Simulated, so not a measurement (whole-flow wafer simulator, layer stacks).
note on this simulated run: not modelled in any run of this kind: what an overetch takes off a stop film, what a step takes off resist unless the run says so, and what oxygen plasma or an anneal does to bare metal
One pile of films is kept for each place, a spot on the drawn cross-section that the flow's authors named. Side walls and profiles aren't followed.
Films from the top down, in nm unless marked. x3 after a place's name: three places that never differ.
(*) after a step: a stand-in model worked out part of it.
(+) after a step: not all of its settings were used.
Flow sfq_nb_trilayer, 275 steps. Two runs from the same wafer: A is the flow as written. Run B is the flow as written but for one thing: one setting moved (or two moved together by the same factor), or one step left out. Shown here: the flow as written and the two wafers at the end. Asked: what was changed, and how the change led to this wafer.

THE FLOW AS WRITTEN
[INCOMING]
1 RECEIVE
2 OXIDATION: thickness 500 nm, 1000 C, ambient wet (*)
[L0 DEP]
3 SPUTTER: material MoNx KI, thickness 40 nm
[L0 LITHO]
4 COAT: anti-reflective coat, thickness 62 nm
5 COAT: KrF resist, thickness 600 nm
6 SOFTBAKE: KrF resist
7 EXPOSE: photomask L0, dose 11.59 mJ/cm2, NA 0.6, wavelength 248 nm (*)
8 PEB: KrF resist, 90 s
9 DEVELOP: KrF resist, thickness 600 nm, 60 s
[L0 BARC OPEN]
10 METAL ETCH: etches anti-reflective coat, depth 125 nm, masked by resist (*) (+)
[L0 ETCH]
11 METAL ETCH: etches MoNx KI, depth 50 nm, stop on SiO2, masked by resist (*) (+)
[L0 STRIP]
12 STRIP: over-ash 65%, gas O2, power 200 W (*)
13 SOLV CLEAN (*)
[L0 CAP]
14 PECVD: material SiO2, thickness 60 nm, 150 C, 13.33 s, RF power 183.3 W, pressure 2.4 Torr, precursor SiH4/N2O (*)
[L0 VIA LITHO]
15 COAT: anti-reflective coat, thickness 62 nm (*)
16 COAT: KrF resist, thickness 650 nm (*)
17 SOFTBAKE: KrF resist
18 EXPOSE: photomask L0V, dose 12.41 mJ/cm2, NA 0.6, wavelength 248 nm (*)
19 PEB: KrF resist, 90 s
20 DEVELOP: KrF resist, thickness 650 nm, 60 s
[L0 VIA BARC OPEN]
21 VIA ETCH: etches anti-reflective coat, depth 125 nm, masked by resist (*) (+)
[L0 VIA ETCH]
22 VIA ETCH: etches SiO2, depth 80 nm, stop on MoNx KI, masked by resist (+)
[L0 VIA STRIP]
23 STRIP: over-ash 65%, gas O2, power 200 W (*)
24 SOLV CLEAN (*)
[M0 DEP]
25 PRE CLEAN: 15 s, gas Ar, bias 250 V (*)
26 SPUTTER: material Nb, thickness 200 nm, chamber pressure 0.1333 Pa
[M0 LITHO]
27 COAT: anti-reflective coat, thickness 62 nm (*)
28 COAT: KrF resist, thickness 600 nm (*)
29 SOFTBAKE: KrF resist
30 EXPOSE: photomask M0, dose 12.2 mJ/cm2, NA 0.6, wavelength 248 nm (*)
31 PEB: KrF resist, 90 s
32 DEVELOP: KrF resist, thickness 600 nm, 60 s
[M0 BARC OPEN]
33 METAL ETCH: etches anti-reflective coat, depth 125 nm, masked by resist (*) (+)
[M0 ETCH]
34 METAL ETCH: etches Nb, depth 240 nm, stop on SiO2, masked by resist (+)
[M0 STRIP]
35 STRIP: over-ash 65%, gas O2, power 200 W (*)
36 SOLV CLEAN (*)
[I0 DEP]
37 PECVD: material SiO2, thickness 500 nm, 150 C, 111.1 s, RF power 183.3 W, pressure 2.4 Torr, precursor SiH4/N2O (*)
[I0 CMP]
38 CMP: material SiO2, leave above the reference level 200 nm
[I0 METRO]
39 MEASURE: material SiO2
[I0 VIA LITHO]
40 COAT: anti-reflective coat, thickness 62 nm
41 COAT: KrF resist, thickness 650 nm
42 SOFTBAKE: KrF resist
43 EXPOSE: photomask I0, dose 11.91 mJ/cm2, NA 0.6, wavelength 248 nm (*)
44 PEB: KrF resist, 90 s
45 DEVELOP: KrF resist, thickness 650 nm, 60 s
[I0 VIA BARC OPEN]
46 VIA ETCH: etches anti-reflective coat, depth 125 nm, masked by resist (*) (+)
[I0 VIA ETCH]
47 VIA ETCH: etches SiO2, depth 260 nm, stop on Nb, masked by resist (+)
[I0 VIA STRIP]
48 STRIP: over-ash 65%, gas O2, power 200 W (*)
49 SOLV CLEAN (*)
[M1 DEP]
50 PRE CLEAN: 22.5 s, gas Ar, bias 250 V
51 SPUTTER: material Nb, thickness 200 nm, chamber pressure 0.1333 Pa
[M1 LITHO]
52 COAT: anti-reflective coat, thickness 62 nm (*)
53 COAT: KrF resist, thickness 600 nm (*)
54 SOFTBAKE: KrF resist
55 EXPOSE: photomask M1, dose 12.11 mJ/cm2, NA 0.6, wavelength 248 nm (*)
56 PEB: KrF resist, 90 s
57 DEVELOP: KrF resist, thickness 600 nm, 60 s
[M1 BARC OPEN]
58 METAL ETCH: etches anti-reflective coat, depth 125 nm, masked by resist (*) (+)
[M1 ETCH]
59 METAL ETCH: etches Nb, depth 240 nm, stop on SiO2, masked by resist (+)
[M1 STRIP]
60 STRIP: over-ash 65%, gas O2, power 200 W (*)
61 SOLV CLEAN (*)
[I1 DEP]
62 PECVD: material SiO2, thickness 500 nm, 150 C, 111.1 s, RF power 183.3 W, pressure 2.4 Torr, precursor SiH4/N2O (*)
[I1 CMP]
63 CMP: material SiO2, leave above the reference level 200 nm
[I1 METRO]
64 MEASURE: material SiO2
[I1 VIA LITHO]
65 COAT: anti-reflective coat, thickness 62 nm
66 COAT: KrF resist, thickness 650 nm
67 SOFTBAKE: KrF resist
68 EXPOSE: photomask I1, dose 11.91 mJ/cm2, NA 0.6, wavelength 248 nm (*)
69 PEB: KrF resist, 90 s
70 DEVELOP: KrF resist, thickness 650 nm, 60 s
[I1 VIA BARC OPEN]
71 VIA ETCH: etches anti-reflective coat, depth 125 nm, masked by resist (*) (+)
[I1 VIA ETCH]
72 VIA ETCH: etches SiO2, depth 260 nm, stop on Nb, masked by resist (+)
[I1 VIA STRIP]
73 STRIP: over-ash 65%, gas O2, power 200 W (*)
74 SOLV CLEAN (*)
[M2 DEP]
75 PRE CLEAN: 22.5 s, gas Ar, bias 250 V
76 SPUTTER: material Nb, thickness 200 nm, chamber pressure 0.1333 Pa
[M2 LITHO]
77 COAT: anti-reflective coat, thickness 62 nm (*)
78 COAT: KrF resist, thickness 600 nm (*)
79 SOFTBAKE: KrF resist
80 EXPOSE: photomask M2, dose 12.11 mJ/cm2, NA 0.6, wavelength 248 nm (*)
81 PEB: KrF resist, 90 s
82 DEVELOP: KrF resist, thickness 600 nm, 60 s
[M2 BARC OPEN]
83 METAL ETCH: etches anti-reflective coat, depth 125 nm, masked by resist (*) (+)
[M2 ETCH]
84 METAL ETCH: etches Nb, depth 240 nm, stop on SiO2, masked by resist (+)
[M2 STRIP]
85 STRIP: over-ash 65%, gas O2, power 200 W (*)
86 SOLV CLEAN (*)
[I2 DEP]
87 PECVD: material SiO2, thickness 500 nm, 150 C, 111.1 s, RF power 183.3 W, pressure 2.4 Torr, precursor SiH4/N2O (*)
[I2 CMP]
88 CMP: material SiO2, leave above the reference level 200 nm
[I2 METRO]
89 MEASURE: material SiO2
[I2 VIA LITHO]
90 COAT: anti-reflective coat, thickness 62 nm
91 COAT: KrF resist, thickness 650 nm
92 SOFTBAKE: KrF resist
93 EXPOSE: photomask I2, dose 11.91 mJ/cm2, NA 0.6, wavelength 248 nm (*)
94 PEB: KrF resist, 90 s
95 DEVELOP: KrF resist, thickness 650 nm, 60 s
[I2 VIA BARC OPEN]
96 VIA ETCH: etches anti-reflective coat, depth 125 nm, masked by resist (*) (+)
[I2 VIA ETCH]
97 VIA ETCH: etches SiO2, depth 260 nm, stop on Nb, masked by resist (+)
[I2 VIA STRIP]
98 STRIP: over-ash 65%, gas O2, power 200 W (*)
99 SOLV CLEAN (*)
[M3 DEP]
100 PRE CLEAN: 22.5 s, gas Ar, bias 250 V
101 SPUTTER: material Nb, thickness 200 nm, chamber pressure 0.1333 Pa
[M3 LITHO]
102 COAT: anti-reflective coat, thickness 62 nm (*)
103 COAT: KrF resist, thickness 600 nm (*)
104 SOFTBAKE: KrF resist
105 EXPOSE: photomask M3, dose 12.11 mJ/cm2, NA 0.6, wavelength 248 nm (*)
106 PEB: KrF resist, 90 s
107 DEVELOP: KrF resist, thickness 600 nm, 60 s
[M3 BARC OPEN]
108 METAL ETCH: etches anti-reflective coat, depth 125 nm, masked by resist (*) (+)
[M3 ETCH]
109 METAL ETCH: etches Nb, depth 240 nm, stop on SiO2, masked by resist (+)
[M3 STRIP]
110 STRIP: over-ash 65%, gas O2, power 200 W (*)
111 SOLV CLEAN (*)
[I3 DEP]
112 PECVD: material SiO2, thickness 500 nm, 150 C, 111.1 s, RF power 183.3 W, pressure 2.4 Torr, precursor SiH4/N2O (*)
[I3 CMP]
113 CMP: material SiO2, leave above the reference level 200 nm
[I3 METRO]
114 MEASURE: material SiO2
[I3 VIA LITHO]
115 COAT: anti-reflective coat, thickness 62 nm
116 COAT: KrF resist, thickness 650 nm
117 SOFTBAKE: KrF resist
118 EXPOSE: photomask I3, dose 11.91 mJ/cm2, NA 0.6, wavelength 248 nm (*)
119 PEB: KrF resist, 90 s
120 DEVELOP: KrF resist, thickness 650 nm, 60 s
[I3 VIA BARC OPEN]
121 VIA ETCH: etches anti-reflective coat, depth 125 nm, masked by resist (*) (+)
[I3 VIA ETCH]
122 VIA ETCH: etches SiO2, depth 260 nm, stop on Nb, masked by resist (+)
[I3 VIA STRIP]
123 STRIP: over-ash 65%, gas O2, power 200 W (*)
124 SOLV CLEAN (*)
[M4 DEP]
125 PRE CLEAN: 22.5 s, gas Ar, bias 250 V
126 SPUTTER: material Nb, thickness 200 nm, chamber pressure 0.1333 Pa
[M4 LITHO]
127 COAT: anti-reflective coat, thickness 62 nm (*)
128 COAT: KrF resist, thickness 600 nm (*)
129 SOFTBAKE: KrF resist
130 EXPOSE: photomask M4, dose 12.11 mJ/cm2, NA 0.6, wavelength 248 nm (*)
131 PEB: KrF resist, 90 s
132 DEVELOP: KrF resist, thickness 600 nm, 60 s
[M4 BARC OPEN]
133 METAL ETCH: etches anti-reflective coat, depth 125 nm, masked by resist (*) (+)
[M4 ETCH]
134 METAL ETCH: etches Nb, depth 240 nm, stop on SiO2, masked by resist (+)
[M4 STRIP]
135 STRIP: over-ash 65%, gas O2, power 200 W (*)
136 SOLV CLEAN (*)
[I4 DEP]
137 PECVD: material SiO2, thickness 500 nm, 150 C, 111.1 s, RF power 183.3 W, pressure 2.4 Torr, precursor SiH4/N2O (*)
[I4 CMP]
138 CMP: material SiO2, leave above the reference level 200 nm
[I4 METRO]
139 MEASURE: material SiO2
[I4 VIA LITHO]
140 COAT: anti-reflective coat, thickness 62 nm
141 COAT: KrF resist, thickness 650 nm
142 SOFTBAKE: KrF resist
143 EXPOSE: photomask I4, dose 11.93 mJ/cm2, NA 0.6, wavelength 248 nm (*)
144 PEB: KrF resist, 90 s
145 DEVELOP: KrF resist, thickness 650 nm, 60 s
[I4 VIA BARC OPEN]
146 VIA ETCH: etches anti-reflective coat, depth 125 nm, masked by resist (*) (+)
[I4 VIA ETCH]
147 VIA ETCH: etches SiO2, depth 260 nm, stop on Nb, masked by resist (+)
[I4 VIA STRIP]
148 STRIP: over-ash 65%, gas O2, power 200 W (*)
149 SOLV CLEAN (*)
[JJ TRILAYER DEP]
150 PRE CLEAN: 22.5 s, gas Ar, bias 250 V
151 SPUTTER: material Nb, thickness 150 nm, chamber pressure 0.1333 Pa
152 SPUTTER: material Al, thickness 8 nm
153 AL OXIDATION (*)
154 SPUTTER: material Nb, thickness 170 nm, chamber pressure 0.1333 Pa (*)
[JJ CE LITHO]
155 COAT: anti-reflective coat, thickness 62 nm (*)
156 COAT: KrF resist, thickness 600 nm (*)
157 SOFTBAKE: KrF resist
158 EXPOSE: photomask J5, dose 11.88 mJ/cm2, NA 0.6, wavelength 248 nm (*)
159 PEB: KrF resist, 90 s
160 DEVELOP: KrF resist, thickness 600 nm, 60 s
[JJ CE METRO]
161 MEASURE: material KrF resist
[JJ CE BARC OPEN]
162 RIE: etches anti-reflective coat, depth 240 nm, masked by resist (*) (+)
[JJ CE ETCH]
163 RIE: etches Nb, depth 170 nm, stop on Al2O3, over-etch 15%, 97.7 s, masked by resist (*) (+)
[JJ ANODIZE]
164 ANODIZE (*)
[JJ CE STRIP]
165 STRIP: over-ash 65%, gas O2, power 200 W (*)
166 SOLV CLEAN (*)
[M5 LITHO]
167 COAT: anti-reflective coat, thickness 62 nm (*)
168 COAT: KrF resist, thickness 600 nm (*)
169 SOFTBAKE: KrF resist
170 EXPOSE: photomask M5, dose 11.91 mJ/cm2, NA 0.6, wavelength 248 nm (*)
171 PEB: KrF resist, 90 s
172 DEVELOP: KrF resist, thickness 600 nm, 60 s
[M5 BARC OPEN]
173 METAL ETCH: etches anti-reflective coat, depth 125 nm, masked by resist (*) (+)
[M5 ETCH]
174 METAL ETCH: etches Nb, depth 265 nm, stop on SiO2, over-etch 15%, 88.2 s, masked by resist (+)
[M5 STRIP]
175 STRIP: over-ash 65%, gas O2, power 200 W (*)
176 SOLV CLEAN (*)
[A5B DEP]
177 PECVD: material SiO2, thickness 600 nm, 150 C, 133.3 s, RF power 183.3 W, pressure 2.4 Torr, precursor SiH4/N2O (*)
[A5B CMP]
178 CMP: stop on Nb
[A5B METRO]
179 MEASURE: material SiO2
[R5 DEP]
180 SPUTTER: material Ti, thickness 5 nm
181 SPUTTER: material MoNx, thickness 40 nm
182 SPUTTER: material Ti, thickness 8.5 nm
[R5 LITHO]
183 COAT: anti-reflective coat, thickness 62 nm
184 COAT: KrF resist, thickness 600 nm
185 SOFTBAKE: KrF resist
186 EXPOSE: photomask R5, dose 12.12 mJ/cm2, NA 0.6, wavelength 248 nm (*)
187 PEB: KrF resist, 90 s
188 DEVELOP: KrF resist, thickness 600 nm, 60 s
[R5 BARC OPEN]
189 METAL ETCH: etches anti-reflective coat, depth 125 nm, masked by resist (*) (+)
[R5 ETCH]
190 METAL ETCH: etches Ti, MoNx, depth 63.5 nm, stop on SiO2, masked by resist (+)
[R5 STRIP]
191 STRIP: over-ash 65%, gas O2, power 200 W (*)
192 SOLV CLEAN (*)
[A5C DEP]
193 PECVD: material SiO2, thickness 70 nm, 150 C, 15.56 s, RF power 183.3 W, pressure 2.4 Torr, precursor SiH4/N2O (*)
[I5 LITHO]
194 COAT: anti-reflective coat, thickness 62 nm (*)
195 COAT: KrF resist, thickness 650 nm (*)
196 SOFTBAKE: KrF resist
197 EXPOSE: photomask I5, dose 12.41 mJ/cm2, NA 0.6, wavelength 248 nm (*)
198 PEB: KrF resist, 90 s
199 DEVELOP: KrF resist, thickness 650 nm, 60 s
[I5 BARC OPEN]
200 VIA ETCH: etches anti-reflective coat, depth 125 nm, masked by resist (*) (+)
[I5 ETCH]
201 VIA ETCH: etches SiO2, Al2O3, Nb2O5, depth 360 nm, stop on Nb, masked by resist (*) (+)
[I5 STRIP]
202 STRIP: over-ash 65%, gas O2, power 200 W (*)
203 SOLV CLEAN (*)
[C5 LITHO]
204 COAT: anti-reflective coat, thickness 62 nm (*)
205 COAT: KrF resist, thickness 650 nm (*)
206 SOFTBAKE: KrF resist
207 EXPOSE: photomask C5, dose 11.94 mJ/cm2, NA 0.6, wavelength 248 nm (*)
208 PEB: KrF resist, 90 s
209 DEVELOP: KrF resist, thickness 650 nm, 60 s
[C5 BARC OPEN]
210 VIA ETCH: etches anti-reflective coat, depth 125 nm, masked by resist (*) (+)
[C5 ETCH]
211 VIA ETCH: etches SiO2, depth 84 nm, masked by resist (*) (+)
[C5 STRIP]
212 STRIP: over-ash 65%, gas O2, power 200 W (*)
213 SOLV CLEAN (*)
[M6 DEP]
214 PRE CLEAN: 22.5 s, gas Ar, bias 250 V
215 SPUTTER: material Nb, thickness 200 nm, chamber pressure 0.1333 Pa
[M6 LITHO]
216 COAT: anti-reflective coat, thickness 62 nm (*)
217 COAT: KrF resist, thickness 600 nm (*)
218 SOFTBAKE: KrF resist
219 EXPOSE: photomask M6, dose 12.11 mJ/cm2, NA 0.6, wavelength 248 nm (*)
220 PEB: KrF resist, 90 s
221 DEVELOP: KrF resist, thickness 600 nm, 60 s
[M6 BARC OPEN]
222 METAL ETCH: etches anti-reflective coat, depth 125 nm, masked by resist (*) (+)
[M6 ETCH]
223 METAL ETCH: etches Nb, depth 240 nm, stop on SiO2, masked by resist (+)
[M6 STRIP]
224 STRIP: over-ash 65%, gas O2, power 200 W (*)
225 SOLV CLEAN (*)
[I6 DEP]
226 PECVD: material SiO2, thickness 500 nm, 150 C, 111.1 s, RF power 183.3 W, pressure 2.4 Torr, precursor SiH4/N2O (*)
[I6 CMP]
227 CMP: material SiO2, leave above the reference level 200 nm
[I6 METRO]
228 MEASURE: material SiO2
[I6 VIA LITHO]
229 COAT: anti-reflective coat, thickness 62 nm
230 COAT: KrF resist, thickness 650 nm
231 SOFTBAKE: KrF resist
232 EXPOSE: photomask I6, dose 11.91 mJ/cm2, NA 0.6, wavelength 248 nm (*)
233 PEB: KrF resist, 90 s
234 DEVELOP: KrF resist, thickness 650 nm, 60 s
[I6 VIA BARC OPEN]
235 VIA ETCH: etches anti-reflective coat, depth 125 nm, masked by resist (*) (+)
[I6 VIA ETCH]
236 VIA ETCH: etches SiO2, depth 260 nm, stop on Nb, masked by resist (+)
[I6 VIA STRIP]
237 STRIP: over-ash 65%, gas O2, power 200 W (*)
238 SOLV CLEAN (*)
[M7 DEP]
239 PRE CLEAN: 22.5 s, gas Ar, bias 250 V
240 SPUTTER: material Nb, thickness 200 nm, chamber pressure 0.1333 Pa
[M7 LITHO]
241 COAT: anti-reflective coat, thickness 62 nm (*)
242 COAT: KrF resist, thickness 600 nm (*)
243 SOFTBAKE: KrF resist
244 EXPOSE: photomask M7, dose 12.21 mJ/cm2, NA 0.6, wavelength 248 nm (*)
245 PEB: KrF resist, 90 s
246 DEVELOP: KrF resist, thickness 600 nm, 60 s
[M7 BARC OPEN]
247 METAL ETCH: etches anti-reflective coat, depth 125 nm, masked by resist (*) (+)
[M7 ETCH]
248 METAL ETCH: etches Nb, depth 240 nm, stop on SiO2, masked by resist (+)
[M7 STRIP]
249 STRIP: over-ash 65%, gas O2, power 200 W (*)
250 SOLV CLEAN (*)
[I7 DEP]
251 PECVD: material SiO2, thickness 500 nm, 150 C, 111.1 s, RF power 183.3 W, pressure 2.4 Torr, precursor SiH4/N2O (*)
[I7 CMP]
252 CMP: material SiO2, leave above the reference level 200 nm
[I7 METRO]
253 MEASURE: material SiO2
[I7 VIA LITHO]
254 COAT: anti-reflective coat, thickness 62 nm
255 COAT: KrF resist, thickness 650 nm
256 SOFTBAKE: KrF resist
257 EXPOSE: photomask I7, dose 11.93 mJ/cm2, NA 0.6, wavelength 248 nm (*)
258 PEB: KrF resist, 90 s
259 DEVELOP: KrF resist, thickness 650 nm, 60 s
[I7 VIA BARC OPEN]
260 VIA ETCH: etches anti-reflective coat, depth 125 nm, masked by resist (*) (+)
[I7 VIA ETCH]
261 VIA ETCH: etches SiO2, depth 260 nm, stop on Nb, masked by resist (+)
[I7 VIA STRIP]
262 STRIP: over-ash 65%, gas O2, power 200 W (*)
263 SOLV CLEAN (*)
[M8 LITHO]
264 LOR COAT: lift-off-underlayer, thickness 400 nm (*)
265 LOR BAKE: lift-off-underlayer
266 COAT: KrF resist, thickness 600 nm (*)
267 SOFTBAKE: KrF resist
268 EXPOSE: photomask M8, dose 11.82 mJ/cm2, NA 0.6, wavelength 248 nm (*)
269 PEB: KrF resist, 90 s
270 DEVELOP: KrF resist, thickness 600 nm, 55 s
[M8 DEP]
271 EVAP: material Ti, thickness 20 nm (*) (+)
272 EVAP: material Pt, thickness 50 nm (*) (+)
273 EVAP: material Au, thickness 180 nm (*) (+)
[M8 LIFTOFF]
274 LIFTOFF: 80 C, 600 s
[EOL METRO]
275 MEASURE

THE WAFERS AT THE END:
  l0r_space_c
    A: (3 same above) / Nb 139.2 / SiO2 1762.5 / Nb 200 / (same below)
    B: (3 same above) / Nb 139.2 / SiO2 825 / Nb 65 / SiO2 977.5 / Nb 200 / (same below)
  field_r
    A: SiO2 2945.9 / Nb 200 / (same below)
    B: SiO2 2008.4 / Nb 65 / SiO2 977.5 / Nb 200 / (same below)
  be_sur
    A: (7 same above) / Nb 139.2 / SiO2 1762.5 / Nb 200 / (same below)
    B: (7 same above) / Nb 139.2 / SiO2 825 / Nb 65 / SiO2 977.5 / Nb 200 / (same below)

The cause: step 101, SPUTTER: thickness 305 nm was run, where the flow has thickness 200 nm.

How the change led to this, step by step:
  101 SPUTTER: material Nb, thickness 200 nm, chamber pressure 0.1333 Pa
      field_l, v_sur, via_wl and 102 more: A Nb +200 (new film) | B Nb +305 (new film)
      via_w: A Nb +165.5 | B Nb +254
  102 COAT: anti-reflective coat, thickness 62 nm (*)
      via_w: A anti-reflective coat +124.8 (new film) | B anti-reflective coat +127.5 (new film)
  109 METAL ETCH: etches Nb, depth 240 nm, stop on SiO2, masked by resist (+)
      field_l, be, be_sur and 72 more: A Nb -200 (all of it) | B Nb -240
  110 STRIP: over-ash 65%, gas O2, power 200 W (*)
      via_w: A KrF resist -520 (all of it), anti-reflective coat -124.8 (all of it) | B KrF resist -531.4 (all of it), anti-reflective coat -127.5 (all of it)
  112 PECVD: material SiO2, thickness 500 nm, 150 C, 111.1 s, RF power 183.3 W, pressure 2.4 Torr, precursor SiH4/N2O (*)
      field_l, be, be_sur and 64 more: A SiO2 +500 | B SiO2 +500 (new film)
      p4_g1, p4_g2, p3_s0, p3_s1, p3_s2, p3_s3, p3_s4, p3_s5: A SiO2 +557.1 | B SiO2 +597.1 (new film)
  113 CMP: material SiO2, leave above the reference level 200 nm
      field_l, be, be_sur and 64 more: A SiO2 -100 | B SiO2 -60
      via_w: A SiO2 -181.6 | B SiO2 -157.1
Counting metal films that touch as one body, l0r_space_c has 3 bodies (between them, from the top down: SiO2 825; SiO2 977.5); the flow as written gives 2 bodies (between them, from the top down: SiO2 1762.5).
Counting metal films that touch as one body, field_r has 2 bodies (between them, from the top down: SiO2 977.5); the flow as written gives 1 body.
Counting metal films that touch as one body, be_sur has 5 bodies (between them, from the top down: SiO2 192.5; SiO2 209 / Al2O3 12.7 / Nb2O5 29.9; SiO2 825; SiO2 977.5); the flow as written gives 4 bodies (between them, from the top down: SiO2 192.5; SiO2 209 / Al2O3 12.7 / Nb2O5 29.9; SiO2 1762.5).
